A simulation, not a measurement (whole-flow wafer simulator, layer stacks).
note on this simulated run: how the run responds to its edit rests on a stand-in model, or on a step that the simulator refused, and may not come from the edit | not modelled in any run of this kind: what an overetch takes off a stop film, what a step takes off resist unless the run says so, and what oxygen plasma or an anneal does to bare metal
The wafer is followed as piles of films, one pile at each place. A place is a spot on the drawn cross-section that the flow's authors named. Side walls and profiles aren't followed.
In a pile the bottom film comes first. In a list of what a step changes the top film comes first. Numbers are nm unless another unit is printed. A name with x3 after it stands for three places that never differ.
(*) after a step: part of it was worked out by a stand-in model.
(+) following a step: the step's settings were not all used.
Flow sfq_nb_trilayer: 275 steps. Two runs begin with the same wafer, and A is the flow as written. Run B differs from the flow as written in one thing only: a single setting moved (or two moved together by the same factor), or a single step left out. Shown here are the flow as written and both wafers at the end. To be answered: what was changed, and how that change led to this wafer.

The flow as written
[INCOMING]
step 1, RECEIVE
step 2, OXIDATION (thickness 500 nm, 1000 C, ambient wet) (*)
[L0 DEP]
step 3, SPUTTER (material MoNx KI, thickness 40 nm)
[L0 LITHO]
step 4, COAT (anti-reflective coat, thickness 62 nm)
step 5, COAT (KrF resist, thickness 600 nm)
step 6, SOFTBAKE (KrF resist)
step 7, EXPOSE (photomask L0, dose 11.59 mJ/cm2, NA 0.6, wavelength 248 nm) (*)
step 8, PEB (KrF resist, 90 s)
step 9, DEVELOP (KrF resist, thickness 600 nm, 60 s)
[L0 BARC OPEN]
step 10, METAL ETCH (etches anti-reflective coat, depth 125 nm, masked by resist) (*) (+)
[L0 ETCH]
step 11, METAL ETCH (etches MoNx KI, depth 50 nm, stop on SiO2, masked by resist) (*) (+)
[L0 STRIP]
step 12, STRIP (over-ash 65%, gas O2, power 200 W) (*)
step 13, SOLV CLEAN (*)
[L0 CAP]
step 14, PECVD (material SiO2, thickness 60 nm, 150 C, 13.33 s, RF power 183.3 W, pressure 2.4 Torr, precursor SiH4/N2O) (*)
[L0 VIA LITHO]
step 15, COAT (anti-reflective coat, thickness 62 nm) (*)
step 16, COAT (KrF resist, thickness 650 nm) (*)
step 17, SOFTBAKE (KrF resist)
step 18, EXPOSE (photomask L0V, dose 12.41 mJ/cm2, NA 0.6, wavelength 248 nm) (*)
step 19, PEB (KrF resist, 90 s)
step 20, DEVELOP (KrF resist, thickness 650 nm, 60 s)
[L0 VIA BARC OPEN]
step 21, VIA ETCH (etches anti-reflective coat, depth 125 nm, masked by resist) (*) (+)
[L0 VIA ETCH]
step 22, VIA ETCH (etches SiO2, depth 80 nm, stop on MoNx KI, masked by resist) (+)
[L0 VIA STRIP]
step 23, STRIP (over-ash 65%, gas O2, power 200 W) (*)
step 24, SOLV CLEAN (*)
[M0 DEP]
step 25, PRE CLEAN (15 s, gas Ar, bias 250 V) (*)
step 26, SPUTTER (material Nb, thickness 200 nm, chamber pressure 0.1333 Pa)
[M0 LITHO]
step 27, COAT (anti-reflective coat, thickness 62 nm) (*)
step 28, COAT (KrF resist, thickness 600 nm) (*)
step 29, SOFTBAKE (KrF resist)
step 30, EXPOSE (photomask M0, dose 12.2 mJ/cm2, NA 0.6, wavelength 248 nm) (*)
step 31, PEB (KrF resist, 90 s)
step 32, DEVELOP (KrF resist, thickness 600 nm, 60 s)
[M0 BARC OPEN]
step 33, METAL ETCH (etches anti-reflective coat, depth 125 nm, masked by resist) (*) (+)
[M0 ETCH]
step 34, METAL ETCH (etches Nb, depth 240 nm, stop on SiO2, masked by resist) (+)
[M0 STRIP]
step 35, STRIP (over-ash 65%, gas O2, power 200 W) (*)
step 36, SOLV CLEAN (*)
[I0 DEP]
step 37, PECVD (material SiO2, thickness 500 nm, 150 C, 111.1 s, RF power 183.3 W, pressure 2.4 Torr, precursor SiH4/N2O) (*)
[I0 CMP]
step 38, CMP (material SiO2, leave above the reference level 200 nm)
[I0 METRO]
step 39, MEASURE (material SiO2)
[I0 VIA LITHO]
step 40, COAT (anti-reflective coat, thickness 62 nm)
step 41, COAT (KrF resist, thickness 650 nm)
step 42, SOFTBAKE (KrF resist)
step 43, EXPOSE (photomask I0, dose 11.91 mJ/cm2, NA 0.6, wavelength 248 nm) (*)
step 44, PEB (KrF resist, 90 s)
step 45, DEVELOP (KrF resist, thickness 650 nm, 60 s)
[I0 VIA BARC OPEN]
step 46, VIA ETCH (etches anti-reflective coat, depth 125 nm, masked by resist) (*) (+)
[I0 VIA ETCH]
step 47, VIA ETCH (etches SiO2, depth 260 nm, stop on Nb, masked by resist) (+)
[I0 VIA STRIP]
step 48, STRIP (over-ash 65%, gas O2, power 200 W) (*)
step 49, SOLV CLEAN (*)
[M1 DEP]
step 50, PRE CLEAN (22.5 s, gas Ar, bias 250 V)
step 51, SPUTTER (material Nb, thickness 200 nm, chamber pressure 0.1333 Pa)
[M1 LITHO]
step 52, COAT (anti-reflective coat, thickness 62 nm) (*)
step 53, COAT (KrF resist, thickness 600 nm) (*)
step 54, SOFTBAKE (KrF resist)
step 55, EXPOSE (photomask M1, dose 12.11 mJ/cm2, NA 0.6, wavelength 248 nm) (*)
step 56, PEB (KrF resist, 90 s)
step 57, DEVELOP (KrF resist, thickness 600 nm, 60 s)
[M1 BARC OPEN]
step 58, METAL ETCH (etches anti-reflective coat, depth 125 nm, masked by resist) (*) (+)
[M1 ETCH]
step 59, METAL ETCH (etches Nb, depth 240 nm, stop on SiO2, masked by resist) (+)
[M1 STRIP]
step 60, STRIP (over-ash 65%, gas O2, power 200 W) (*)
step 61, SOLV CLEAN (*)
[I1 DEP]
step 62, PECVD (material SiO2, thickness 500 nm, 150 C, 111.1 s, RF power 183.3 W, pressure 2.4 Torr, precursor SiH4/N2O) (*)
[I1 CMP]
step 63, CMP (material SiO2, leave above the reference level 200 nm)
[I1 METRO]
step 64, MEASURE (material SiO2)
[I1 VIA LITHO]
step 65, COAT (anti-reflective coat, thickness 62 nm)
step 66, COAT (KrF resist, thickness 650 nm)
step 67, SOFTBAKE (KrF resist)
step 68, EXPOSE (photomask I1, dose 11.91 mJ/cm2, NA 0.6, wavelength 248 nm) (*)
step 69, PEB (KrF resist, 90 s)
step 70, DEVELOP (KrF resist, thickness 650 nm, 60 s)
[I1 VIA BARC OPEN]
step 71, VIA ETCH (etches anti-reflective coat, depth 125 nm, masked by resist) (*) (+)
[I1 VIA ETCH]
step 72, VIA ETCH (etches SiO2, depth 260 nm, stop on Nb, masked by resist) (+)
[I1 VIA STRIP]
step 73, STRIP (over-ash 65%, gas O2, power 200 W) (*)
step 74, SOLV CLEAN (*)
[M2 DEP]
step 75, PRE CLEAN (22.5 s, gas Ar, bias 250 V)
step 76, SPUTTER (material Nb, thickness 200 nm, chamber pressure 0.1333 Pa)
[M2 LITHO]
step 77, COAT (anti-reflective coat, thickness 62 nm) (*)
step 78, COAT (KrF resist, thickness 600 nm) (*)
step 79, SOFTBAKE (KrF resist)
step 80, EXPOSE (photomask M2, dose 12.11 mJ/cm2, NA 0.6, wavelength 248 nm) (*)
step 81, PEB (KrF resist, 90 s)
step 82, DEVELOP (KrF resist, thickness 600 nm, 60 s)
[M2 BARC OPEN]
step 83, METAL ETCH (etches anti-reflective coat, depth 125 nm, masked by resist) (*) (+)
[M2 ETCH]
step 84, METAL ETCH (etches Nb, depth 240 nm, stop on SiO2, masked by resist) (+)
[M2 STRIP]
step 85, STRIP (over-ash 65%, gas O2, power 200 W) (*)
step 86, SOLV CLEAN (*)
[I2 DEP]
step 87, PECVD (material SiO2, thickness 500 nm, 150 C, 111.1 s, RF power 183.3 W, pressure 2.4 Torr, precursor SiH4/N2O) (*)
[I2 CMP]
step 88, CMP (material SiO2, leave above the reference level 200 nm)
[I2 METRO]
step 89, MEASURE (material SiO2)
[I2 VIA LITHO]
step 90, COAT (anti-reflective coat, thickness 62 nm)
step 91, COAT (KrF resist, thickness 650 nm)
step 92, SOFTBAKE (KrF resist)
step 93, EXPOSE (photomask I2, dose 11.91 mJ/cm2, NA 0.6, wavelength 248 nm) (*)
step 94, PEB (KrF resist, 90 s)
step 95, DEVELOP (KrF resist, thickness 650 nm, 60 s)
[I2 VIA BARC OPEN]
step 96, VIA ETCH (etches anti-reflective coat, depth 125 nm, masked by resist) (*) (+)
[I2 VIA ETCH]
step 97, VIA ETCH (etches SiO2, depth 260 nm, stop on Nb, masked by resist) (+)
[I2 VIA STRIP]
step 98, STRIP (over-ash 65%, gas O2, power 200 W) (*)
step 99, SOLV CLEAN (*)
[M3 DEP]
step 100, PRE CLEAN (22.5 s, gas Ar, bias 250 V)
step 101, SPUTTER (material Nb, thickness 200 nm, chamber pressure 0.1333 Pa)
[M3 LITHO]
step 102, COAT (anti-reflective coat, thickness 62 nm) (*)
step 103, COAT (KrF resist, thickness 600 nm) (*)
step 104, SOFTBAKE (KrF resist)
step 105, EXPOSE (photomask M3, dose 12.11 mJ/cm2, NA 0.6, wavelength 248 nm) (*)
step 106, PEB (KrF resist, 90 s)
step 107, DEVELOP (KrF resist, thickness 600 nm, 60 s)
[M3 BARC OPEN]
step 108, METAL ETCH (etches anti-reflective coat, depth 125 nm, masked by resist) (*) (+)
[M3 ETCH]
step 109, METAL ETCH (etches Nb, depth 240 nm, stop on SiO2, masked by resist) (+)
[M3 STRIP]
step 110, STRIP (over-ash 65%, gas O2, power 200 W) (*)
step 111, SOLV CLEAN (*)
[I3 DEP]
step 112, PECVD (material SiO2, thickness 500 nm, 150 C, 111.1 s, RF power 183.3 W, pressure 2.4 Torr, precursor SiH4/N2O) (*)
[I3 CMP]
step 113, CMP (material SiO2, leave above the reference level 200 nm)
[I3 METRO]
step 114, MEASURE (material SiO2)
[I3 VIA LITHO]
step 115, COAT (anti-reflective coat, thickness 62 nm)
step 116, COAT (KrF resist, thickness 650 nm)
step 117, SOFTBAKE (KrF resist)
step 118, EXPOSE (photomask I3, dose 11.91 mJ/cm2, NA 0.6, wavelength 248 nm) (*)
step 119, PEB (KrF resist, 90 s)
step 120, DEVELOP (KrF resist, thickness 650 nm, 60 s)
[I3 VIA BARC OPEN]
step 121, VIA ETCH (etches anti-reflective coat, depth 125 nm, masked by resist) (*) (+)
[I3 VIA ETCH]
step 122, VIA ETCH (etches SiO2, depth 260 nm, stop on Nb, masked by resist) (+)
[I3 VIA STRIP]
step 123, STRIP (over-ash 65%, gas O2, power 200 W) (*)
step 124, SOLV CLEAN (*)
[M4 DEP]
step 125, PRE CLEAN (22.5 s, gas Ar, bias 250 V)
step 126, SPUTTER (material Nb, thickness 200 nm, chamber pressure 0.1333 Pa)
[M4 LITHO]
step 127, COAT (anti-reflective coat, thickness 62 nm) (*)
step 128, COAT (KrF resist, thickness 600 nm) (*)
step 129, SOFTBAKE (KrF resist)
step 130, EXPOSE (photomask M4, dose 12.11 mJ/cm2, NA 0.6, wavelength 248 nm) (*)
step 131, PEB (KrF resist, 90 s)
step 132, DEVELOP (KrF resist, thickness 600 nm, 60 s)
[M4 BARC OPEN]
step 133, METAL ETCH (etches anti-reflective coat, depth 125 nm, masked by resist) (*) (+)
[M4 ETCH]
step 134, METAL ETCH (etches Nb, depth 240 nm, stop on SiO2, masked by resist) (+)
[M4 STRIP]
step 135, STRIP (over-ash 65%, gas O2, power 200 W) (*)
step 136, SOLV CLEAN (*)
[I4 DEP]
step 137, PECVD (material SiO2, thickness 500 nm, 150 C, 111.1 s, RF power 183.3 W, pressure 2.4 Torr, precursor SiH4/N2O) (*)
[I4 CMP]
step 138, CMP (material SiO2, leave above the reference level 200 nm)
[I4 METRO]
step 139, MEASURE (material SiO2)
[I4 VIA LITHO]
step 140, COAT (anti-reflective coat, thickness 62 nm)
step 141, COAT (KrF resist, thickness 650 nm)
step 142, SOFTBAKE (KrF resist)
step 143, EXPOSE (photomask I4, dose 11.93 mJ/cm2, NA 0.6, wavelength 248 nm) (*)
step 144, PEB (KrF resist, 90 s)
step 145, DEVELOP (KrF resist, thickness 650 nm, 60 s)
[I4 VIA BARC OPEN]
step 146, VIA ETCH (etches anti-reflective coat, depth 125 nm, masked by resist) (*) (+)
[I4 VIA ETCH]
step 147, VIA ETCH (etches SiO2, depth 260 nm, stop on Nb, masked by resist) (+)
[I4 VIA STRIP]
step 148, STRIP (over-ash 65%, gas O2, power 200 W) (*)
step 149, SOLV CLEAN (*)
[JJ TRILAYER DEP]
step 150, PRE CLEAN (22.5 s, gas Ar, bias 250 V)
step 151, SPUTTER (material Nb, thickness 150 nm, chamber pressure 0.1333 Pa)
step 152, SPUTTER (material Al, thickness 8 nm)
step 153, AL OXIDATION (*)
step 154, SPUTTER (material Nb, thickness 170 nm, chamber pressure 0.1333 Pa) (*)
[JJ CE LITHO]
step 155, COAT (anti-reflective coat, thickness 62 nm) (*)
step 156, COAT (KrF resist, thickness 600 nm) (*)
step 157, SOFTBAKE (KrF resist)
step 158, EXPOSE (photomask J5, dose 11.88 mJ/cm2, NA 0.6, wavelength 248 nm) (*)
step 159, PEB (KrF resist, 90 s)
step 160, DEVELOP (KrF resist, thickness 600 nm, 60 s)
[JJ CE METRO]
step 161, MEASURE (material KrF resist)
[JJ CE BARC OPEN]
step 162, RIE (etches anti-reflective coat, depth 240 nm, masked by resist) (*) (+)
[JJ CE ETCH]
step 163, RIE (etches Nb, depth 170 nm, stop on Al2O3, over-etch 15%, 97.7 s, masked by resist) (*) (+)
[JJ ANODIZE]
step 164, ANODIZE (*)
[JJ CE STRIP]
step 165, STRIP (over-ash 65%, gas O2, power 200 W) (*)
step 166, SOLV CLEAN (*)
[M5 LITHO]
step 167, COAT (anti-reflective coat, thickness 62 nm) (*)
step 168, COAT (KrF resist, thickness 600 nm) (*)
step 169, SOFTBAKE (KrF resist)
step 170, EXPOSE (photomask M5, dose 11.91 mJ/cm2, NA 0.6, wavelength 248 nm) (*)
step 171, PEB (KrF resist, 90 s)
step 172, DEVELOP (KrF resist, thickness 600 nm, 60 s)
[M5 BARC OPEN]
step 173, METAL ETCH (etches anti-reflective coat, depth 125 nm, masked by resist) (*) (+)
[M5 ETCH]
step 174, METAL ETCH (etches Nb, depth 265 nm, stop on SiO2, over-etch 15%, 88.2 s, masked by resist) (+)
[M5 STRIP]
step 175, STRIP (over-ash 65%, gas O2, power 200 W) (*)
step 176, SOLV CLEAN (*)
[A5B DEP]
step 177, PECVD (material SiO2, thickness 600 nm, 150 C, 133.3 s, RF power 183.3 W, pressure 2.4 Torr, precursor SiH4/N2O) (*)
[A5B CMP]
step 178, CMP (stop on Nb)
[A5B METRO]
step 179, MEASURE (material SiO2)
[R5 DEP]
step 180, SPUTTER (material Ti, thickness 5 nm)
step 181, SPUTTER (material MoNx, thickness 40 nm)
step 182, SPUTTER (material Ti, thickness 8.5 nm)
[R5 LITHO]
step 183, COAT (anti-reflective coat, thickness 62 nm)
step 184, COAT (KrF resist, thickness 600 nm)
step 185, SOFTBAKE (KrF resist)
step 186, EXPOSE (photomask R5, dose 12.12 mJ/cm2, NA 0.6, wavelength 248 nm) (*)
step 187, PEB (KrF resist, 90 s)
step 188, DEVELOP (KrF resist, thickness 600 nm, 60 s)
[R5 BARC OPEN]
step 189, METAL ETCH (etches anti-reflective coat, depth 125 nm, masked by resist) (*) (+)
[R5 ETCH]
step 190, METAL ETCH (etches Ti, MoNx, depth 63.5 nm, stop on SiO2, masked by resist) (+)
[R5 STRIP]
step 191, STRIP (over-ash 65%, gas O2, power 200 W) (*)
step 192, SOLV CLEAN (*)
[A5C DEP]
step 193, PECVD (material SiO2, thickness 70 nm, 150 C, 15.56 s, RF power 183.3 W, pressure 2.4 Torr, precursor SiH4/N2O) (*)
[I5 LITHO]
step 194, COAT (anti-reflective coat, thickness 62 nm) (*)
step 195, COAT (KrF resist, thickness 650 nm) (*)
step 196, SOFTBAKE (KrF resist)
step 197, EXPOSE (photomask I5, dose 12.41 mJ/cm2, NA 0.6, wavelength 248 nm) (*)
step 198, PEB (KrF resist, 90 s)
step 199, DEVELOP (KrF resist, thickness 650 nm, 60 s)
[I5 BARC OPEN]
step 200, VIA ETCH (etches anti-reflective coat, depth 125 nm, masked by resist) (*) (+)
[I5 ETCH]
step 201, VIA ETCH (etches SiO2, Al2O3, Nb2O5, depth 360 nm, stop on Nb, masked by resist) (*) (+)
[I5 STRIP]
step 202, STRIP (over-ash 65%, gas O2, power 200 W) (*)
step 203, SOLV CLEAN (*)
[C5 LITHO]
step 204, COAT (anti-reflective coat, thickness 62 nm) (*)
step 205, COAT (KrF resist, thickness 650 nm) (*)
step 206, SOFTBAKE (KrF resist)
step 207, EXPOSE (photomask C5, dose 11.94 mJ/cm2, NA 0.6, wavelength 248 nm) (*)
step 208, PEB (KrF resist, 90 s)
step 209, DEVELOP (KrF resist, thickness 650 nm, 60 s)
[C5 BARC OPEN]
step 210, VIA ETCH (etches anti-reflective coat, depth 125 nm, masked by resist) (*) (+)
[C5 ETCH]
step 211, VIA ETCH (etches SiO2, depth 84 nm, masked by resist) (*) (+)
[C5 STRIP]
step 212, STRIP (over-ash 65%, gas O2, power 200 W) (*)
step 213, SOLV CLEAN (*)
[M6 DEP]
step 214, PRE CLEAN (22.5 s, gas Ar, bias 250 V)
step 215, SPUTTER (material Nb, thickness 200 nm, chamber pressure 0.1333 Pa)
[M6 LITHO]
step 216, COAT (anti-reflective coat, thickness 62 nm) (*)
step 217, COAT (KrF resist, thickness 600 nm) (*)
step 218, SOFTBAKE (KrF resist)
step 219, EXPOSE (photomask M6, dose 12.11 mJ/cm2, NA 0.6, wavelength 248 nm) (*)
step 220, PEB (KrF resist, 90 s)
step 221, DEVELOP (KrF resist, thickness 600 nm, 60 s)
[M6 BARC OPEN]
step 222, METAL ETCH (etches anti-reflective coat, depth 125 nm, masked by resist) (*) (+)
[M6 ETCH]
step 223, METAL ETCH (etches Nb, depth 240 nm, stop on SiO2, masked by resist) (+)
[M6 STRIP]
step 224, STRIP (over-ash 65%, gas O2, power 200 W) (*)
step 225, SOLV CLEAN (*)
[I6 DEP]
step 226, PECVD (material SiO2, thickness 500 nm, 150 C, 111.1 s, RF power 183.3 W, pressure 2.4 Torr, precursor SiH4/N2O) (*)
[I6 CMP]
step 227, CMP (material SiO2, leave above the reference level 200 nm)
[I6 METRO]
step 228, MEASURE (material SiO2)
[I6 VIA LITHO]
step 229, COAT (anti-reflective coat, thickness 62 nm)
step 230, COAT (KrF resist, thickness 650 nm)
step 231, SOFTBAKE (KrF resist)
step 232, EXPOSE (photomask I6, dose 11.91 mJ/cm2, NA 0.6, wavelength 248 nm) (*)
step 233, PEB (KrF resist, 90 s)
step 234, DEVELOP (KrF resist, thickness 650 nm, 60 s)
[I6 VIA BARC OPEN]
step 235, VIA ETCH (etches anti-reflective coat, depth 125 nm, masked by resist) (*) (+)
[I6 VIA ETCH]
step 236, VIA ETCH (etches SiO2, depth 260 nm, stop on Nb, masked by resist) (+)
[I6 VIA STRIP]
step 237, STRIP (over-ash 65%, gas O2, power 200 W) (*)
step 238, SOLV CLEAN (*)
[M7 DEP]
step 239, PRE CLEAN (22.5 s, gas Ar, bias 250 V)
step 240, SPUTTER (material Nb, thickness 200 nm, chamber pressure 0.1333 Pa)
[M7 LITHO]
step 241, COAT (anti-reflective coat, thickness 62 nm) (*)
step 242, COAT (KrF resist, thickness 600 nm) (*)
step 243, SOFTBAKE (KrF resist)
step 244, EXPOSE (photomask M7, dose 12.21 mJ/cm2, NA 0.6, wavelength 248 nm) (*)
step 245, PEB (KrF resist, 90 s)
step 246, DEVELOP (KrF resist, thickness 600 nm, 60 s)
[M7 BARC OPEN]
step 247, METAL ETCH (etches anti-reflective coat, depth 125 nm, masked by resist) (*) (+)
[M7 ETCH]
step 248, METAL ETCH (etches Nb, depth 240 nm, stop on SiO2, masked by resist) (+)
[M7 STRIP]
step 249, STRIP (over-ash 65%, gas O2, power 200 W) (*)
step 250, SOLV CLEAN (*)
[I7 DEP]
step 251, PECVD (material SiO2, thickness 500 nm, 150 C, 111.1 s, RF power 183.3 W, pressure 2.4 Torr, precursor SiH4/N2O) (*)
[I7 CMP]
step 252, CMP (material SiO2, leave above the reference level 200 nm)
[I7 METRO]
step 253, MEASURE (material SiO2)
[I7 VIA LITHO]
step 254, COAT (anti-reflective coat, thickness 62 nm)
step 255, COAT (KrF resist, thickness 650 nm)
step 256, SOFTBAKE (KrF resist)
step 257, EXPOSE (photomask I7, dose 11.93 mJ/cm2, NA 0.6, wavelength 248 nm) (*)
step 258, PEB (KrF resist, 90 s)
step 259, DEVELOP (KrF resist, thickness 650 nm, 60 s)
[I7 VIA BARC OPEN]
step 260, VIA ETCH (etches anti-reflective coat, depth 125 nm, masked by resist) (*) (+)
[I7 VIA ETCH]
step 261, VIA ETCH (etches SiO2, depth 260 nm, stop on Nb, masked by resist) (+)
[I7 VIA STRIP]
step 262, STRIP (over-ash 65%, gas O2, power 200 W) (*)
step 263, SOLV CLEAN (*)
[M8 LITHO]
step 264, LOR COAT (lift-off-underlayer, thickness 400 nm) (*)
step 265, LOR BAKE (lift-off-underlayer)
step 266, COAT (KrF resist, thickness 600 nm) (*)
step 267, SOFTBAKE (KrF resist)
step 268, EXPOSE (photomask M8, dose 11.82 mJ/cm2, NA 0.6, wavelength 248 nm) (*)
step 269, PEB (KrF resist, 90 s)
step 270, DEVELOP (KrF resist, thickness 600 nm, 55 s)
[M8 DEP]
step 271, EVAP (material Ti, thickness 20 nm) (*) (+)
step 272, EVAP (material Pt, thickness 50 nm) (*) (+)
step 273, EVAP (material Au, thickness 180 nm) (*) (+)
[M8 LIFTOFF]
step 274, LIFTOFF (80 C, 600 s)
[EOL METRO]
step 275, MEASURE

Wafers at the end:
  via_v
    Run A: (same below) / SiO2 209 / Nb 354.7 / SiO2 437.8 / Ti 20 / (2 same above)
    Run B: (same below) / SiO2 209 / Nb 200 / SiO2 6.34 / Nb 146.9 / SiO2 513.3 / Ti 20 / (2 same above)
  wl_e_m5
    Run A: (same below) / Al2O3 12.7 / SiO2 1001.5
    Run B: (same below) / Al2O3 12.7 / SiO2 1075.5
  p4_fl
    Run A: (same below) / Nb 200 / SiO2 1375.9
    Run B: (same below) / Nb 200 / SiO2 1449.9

The reason: step 227, CMP: leave above the reference level 274 nm was run, while the flow as written has leave above the reference level 200 nm.

The path from the change to this, step by step:
  step 227, CMP (material SiO2, leave above the reference level 200 nm)
      field_l, p4_fl, p4_fm and 59 more: A SiO2 loses 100 | B SiO2 loses 26
      v_sur, via_wl, via_w and 15 more: A SiO2 loses 300 | B SiO2 loses 226
      (and at 26 other places as well)
  step 236, VIA ETCH (etches SiO2, depth 260 nm, stop on Nb, masked by resist) (+)
      via_v: A SiO2 loses 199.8 (all of it) | B SiO2 loses 260
  step 239, PRE CLEAN (22.5 s, gas Ar, bias 250 V)
      via_v: A Nb loses 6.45 | B SiO2 loses 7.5
  step 240, SPUTTER (material Nb, thickness 200 nm, chamber pressure 0.1333 Pa)
      via_v: A Nb gains 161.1 | B Nb gains 146.9 (new film)
  step 241, COAT (anti-reflective coat, thickness 62 nm) (*)
      via_sp: A anti-reflective coat gains 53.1 (new film) | B anti-reflective coat gains 50 (new film)
      via_v: A anti-reflective coat gains 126 (new film) | B anti-reflective coat gains 129.5 (new film)
      (and at 1 other place as well)
  step 242, COAT (KrF resist, thickness 600 nm) (*)
      via_v: A KrF resist gains 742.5 (new film) | B KrF resist gains 801.5 (new film)
  step 249, STRIP (over-ash 65%, gas O2, power 200 W) (*)
      via_sp: A KrF resist loses 373.6 (all of it), anti-reflective coat loses 53.1 (all of it) | B KrF resist loses 369.5 (all of it), anti-reflective coat loses 50 (all of it)
      via_v: A KrF resist loses 524.5 (all of it), anti-reflective coat loses 126 (all of it) | B KrF resist loses 583.4 (all of it), anti-reflective coat loses 129.5 (all of it)
      (and at 1 other place as well)
  step 251, PECVD (material SiO2, thickness 500 nm, 150 C, 111.1 s, RF power 183.3 W, pressure 2.4 Torr, precursor SiH4/N2O) (*)
      via_v: A SiO2 gains 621 (new film) | B SiO2 gains 670.3 (new film)
  step 252, CMP (material SiO2, leave above the reference level 200 nm)
      via_v: A SiO2 loses 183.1 | B SiO2 loses 157.1
With metal films that touch counted as one body, via_v has 7 bodies (between them, from the top down: SiO2 513.3; SiO2 6.34; SiO2 209 / Al2O3 12.7 / Nb2O5 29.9; SiO2 425.9; SiO2 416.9; SiO2 192.5); the flow as written gives 6 bodies (between them, from the top down: SiO2 437.8; SiO2 209 / Al2O3 12.7 / Nb2O5 29.9; SiO2 425.9; SiO2 416.9; SiO2 192.5).
